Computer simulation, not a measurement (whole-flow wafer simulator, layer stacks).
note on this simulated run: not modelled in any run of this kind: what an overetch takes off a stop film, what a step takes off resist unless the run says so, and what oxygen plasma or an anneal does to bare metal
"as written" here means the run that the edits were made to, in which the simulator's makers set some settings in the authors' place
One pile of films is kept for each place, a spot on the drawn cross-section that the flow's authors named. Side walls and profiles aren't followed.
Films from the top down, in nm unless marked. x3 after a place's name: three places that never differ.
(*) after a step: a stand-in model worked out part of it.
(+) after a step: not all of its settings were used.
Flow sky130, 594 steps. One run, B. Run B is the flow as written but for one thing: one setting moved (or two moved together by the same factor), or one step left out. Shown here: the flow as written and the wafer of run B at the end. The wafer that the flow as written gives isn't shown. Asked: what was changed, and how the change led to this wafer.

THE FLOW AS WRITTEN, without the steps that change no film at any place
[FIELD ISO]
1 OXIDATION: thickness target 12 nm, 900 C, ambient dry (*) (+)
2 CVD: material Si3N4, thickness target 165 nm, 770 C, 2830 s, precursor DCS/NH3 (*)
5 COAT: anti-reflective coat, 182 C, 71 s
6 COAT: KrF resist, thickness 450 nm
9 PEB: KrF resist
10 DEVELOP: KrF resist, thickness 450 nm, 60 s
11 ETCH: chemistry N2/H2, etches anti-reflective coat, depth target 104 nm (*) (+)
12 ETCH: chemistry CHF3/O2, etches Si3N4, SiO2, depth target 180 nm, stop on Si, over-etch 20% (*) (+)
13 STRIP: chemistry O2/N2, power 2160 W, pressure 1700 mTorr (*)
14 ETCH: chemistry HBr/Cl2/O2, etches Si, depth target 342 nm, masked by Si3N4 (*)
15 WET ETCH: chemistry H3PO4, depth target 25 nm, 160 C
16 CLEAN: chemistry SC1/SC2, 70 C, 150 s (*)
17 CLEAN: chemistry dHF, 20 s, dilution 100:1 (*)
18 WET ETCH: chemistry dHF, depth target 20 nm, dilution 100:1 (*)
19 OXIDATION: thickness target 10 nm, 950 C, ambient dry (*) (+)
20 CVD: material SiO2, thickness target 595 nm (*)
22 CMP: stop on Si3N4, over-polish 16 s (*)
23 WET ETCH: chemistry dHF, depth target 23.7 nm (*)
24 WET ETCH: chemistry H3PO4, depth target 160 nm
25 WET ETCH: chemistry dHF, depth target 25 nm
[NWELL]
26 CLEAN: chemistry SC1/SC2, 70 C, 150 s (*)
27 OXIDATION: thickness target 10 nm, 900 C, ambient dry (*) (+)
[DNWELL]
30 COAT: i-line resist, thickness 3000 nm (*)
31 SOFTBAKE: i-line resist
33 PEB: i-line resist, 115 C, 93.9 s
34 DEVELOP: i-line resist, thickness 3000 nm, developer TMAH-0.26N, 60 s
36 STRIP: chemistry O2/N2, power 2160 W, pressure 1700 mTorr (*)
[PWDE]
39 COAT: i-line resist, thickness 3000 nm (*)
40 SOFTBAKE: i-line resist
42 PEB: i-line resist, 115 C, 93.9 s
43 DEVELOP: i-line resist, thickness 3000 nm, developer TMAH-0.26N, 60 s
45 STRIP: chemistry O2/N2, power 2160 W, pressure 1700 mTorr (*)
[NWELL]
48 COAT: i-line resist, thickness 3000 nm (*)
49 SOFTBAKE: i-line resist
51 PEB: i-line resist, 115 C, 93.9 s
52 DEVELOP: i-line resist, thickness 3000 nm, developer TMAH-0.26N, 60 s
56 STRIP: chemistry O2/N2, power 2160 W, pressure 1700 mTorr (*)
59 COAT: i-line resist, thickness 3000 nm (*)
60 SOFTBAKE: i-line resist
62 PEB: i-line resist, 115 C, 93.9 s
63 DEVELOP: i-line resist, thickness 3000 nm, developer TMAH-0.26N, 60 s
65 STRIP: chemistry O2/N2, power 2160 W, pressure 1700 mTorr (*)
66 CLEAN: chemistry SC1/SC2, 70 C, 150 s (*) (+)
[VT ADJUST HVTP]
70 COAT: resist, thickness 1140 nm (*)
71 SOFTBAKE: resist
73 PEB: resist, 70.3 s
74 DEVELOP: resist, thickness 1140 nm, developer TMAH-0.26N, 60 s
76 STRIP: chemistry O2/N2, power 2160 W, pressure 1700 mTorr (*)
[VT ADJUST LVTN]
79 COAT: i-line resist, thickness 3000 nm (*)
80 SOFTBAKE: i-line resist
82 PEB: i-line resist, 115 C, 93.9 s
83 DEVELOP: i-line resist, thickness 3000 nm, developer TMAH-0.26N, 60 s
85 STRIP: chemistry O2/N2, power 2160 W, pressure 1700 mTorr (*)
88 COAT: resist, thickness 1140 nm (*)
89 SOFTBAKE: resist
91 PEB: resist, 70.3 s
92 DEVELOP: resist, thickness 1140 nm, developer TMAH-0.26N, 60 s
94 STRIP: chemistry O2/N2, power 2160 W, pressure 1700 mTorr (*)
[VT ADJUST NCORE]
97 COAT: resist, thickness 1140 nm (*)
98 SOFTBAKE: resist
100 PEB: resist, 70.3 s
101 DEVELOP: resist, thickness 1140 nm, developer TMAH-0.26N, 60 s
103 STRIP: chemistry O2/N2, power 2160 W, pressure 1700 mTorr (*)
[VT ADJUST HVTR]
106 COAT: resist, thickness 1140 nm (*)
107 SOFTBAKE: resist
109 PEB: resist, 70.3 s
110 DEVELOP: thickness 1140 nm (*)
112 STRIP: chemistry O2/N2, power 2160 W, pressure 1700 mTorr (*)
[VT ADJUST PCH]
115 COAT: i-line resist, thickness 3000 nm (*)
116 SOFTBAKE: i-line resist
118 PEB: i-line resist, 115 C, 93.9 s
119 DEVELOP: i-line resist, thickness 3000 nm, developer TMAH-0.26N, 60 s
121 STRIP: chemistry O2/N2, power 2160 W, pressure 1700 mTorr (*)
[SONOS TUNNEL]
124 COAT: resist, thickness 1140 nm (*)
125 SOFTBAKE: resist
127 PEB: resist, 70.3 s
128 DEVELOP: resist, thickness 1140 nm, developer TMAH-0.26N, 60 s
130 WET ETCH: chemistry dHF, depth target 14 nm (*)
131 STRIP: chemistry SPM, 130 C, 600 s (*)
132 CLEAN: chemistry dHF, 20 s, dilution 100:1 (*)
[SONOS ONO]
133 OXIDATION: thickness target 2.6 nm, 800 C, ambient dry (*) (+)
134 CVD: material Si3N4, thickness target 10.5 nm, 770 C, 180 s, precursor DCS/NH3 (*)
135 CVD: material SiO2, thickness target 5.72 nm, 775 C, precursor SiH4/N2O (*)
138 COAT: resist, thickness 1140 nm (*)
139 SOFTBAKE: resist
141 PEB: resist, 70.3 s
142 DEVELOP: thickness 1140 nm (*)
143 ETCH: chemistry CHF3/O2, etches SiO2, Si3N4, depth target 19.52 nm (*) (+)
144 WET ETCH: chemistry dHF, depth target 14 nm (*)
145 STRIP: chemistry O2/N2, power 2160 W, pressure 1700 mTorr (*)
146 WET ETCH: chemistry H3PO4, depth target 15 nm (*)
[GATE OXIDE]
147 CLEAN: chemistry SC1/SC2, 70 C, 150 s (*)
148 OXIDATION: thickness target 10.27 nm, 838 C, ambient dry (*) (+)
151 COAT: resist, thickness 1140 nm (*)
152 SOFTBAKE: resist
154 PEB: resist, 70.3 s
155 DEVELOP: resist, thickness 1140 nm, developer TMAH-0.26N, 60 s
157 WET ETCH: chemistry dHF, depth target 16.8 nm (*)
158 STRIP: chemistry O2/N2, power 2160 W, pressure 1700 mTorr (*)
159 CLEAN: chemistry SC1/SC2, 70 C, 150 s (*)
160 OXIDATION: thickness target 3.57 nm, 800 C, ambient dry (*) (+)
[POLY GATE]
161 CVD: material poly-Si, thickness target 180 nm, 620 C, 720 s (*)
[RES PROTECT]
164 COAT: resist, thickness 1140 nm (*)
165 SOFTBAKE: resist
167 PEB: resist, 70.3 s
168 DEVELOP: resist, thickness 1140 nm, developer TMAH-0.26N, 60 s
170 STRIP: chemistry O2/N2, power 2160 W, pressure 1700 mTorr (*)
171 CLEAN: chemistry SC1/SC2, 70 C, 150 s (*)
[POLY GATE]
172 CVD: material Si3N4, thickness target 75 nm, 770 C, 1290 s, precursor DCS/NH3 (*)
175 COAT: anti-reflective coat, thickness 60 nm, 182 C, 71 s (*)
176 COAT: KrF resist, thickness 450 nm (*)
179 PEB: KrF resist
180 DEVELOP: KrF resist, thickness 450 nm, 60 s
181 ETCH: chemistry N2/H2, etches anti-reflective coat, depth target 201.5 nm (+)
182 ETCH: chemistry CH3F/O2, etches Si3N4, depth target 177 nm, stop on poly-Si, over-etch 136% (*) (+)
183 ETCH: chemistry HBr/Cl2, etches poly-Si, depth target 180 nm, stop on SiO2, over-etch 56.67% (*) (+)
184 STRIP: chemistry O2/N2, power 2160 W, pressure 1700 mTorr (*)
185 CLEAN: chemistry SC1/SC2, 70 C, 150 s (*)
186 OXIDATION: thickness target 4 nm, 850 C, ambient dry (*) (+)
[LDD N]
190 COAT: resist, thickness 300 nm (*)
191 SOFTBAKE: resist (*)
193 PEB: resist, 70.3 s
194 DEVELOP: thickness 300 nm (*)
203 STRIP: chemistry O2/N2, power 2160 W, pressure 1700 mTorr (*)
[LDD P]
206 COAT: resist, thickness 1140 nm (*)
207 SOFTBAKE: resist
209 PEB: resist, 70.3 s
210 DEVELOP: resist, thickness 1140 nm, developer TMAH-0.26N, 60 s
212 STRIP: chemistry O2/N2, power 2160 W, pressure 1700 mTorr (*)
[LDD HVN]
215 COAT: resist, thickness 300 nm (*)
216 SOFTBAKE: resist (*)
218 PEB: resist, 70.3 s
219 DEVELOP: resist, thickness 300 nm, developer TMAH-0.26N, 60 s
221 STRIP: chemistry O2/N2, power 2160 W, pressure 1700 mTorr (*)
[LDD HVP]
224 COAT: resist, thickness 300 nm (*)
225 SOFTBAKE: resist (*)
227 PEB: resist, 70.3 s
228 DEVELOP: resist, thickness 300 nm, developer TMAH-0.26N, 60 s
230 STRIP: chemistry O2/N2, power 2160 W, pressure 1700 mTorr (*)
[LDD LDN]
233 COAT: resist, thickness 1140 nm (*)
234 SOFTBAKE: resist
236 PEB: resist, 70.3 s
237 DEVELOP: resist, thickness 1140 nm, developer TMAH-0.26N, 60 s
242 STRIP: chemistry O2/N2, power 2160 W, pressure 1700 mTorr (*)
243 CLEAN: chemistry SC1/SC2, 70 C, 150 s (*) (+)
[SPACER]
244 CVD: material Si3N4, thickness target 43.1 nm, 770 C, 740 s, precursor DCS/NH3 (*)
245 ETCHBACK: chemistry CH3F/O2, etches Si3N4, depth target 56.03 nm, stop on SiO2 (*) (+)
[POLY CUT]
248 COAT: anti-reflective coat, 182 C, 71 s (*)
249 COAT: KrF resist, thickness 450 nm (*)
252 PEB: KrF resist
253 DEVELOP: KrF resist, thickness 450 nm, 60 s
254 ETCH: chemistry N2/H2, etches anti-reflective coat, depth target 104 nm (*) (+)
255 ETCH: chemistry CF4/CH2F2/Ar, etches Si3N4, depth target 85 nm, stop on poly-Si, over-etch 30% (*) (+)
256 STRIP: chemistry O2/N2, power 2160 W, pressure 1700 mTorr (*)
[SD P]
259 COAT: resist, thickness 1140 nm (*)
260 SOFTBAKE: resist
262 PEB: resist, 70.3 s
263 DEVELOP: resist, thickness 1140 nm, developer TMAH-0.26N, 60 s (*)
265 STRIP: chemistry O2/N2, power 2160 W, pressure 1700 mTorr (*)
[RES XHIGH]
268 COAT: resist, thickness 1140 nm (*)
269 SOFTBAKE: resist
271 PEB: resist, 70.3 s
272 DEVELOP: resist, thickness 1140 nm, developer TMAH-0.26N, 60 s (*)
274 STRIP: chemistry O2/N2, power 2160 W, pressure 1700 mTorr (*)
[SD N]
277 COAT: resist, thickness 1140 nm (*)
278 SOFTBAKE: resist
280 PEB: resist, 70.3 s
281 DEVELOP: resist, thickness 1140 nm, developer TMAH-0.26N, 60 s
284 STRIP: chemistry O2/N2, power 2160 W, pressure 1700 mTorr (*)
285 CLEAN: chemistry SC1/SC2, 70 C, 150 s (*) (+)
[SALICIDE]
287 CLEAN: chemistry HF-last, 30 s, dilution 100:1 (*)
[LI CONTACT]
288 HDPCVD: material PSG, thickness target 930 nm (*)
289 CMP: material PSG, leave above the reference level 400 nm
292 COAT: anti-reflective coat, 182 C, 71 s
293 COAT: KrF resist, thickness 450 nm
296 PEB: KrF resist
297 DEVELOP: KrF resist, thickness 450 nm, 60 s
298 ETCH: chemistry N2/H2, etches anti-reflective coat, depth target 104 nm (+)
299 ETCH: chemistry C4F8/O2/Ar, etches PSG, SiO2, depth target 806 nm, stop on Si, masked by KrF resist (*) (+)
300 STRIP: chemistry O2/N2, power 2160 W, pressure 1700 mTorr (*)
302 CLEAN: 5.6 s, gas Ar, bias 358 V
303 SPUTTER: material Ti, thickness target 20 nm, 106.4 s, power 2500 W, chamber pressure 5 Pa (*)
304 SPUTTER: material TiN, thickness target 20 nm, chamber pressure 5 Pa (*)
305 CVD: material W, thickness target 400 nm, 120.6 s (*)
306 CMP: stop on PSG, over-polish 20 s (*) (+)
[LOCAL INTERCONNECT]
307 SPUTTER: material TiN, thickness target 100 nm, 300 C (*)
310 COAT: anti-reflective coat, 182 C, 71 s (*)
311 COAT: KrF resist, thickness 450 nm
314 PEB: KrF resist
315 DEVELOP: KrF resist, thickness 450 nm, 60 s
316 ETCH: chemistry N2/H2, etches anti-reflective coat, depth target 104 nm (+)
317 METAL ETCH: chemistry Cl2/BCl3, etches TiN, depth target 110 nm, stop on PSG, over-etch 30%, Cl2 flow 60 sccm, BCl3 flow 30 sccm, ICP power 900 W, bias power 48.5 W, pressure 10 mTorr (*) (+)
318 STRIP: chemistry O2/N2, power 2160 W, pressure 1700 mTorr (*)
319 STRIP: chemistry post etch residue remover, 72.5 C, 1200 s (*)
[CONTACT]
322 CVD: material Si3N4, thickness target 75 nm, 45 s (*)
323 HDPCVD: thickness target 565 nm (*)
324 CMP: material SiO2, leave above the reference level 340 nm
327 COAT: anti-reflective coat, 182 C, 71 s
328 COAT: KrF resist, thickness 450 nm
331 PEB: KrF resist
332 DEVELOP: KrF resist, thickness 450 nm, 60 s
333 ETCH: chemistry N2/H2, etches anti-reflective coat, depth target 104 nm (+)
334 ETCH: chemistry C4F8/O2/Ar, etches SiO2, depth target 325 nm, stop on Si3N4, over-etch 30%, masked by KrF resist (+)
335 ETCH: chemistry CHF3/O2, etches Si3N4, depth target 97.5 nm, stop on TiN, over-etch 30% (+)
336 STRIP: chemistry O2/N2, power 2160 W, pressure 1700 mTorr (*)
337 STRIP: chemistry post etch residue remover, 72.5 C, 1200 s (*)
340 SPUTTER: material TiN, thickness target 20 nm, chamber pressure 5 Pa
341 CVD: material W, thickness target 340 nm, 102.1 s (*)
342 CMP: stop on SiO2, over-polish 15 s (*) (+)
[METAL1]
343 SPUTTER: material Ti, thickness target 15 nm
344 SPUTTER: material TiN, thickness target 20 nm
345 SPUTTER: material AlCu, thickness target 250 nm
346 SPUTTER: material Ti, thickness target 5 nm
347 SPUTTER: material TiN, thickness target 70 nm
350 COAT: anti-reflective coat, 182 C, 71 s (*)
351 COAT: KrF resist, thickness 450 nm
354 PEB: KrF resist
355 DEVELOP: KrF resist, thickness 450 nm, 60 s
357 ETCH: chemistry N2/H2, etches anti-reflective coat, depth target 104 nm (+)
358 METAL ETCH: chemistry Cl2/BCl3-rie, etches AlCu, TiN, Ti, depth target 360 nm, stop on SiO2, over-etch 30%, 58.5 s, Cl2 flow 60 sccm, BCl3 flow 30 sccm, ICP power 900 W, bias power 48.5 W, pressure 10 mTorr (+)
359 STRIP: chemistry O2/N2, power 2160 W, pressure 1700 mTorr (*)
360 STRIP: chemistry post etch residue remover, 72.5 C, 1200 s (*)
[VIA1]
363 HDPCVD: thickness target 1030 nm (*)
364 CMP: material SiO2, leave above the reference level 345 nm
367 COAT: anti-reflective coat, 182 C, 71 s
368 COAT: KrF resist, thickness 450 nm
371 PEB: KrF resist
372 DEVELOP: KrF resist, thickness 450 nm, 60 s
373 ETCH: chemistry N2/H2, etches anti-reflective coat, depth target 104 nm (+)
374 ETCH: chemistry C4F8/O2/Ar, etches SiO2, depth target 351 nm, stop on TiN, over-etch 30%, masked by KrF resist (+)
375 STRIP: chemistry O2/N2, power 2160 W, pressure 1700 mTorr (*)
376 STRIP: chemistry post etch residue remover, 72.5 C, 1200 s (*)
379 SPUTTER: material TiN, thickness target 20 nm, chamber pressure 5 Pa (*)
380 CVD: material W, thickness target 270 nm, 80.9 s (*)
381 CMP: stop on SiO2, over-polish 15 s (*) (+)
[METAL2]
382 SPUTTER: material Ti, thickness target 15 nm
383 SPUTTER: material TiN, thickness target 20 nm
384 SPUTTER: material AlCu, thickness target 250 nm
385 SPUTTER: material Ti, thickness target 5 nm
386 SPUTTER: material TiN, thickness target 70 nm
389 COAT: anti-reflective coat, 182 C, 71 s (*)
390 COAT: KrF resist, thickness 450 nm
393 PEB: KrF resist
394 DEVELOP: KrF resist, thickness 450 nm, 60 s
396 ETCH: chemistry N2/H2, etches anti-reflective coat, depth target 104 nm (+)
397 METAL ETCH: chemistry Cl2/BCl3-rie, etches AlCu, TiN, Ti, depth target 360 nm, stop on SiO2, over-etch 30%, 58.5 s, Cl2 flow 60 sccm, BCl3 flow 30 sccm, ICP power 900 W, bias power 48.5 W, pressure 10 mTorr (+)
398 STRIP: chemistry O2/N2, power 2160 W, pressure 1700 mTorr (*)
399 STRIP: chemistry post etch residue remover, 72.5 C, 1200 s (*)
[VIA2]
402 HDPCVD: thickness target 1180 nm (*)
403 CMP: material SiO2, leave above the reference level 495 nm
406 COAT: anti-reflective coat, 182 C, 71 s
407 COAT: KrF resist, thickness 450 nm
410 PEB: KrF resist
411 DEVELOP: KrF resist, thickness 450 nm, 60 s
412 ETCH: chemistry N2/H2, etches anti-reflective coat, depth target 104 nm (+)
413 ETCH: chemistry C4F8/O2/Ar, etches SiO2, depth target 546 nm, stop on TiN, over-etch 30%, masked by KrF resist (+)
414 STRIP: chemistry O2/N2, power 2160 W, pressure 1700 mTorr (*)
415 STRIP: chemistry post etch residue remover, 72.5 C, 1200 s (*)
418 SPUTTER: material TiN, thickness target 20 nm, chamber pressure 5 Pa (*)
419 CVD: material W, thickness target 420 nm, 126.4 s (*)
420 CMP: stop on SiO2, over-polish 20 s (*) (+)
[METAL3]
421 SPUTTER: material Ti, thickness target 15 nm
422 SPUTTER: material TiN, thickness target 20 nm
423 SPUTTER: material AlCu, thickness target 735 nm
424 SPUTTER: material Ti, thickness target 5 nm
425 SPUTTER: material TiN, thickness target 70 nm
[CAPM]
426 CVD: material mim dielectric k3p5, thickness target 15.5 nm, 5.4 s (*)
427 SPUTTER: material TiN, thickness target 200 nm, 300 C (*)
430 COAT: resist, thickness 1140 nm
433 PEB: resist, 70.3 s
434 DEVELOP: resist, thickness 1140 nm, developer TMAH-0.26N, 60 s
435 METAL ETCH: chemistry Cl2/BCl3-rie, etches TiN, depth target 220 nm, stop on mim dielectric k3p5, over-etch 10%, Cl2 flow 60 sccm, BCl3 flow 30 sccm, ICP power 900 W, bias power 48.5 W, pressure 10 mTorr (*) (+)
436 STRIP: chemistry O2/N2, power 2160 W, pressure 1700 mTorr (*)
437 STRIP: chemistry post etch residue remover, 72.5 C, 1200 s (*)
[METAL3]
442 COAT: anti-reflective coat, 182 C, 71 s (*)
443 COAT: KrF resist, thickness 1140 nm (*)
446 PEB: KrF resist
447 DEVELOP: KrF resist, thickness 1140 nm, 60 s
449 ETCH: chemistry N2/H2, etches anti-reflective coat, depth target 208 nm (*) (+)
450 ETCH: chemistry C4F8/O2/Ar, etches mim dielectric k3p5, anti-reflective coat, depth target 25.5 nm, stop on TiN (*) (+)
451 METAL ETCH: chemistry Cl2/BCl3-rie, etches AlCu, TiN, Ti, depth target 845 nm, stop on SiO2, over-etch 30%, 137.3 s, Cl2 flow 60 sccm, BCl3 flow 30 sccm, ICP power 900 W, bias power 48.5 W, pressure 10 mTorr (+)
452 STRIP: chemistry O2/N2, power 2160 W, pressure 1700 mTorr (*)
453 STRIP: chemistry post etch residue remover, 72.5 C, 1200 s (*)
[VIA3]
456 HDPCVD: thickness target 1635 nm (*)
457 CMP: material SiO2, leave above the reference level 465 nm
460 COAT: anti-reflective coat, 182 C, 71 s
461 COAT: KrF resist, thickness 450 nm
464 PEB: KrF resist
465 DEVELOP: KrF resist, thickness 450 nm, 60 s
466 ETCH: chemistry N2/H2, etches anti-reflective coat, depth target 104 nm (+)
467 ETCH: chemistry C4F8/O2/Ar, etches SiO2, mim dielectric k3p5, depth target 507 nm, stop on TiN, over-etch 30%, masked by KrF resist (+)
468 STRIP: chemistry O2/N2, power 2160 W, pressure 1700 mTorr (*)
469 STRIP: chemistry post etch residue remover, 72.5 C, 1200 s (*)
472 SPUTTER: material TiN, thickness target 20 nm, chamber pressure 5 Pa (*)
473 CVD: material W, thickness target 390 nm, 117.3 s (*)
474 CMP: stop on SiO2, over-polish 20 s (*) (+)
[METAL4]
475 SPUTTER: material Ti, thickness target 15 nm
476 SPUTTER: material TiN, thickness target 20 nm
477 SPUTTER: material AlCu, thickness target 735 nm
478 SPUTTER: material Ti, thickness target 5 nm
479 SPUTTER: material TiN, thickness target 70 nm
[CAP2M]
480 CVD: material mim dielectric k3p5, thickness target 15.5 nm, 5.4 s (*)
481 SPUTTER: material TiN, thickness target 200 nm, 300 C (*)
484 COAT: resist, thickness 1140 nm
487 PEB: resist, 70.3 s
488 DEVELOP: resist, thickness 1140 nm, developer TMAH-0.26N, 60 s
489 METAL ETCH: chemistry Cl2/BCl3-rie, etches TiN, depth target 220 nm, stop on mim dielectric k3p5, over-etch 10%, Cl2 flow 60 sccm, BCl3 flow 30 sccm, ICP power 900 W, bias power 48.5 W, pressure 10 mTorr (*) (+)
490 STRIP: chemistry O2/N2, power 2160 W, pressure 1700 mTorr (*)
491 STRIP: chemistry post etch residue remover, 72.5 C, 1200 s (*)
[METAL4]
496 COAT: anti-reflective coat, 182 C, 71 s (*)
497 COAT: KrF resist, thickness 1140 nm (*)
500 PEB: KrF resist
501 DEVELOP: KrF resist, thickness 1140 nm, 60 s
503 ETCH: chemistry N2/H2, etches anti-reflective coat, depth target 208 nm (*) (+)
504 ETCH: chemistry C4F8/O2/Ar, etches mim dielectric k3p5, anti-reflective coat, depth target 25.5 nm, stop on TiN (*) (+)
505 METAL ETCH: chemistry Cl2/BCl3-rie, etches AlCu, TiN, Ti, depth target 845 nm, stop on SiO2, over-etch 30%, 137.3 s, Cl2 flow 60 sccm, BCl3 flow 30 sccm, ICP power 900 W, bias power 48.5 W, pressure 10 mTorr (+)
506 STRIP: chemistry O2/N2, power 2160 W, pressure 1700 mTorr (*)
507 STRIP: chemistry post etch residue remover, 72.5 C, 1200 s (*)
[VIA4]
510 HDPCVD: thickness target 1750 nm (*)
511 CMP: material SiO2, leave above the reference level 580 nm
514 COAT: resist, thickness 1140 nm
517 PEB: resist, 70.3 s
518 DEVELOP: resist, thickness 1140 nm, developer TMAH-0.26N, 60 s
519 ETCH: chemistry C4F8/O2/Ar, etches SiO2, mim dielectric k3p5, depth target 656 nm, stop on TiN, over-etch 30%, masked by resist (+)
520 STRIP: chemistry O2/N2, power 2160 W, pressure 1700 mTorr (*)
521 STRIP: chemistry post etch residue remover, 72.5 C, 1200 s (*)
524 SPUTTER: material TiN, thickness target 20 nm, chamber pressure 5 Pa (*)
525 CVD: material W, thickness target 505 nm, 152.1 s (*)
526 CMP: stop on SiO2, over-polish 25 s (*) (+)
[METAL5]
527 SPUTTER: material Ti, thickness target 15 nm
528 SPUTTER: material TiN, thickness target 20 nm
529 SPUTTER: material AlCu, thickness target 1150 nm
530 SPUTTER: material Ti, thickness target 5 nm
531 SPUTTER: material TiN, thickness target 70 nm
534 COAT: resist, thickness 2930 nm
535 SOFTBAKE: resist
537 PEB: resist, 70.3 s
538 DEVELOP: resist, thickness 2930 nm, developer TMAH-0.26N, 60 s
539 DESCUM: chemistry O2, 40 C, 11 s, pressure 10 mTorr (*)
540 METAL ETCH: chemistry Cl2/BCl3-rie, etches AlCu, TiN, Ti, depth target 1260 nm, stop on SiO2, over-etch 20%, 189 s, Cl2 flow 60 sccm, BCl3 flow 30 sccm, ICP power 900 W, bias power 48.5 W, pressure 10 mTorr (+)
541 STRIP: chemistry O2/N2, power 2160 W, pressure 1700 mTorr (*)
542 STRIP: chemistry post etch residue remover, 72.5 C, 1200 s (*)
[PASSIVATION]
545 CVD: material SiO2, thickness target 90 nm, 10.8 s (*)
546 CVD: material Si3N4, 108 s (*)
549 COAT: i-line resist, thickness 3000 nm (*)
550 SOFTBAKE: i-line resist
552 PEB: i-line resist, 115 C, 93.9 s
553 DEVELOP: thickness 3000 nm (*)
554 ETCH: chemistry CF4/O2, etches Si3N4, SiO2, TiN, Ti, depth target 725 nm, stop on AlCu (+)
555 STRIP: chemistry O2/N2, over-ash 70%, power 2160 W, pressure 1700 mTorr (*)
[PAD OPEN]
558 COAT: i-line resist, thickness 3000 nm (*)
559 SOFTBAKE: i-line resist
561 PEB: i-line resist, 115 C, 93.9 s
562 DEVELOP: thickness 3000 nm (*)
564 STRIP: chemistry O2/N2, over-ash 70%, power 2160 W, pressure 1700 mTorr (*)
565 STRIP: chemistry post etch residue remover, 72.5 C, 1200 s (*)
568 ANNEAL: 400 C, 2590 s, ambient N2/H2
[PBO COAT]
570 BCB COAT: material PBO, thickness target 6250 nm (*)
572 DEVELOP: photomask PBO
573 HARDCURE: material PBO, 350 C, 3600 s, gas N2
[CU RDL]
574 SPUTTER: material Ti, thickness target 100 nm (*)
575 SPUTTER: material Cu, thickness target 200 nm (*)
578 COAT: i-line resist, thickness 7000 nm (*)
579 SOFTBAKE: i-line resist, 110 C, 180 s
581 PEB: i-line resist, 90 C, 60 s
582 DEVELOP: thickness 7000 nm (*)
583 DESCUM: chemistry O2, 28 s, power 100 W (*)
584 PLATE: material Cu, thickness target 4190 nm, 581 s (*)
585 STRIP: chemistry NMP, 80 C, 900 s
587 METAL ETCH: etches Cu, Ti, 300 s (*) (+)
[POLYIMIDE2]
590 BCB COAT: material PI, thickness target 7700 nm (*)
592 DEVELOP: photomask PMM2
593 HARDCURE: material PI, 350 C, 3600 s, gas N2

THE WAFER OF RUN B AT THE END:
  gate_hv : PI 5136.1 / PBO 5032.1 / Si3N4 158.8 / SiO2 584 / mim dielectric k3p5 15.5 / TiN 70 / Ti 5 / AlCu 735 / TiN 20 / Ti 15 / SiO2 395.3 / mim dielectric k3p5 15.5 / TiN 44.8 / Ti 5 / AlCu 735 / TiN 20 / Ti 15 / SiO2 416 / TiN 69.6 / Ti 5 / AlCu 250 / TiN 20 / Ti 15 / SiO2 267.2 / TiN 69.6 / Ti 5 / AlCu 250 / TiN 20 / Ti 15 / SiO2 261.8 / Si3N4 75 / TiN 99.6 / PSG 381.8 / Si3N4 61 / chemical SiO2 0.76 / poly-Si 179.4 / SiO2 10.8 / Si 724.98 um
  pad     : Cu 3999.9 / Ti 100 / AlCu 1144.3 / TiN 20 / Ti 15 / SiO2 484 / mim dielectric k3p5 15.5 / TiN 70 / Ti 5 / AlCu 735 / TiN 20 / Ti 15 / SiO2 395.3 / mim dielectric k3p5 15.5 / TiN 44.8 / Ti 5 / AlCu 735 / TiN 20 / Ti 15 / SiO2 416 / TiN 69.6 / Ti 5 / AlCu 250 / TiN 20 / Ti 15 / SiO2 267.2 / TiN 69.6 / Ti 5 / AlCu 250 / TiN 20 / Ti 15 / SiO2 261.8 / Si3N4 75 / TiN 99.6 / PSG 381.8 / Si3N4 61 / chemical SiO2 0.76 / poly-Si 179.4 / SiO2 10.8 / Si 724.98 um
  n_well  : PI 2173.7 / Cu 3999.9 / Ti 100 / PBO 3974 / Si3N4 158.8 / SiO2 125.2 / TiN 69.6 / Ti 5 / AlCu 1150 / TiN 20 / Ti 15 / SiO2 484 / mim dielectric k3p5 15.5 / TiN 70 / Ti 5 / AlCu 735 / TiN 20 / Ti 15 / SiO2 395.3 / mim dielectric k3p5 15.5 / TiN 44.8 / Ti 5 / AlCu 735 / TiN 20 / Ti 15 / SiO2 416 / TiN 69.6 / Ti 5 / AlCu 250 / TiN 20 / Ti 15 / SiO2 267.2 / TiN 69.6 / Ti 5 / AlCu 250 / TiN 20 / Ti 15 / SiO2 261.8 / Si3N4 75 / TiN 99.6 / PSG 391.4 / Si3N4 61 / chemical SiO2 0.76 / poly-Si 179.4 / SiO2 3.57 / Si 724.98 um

The cause: step 425, SPUTTER: thickness target 44.8 nm was run, where the flow has thickness target 70 nm.
It can be read off the wafer: gate_hv has TiN 44.8, and step 425 as written asks for 70 nm.

How the change led to this, step by step:
  425 SPUTTER: material TiN, thickness target 70 nm
      field, active, n_well and 188 more: TiN +44.8 (new film) (as written it would be: TiN +70 (new film))
  451 METAL ETCH: chemistry Cl2/BCl3-rie, etches AlCu, TiN, Ti, depth target 845 nm, stop on SiO2, over-etch 30%, 137.3 s, Cl2 flow 60 sccm, BCl3 flow 30 sccm, ICP power 900 W, bias power 48.5 W, pressure 10 mTorr (+)
      field, gate, spacer and 68 more: TiN -44.8 (all of it), Ti -5 (all of it), AlCu -735 (all of it), TiN -20 (all of it), Ti -15 (all of it), SiO2 -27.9 (as written it would be: TiN -70 (all of it), Ti -5 (all of it), AlCu -735 (all of it), TiN -20 (all of it), Ti -15 (all of it), SiO2 -25.4)
      active, vpp_ln, vpp_iso2 and 11 more: TiN -44.8 (all of it), Ti -5 (all of it), AlCu -735 (all of it), TiN -20 (all of it), Ti -15 (all of it), SiO2 -27.9 (as written it would be: TiN -70 (all of it), Ti -5 (all of it), AlCu -735 (all of it), TiN -20 (all of it), Ti -15 (all of it), SiO2 -25.3)
  457 CMP: material SiO2, leave above the reference level 465 nm
      m1, via2_hole: SiO2 -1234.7 (as written it would be: SiO2 -1259.9)
  467 ETCH: chemistry C4F8/O2/Ar, etches SiO2, mim dielectric k3p5, depth target 507 nm, stop on TiN, over-etch 30%, masked by KrF resist (+)
      m1: SiO2 -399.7 (all of it), mim dielectric k3p5 -15.5 (all of it) (as written it would be: SiO2 -374.5 (all of it), mim dielectric k3p5 -15.5 (all of it))
      via3_hole: SiO2 -399.1 (all of it), mim dielectric k3p5 -15.5 (all of it) (as written it would be: SiO2 -373.9 (all of it), mim dielectric k3p5 -15.5 (all of it))
  473 CVD: material W, thickness target 390 nm, 117.3 s (*)
      m1: W +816 (new film) (as written it would be: W +790.5 (new film))
      via3_hole: W +815.4 (new film) (as written it would be: W +789.9 (new film))
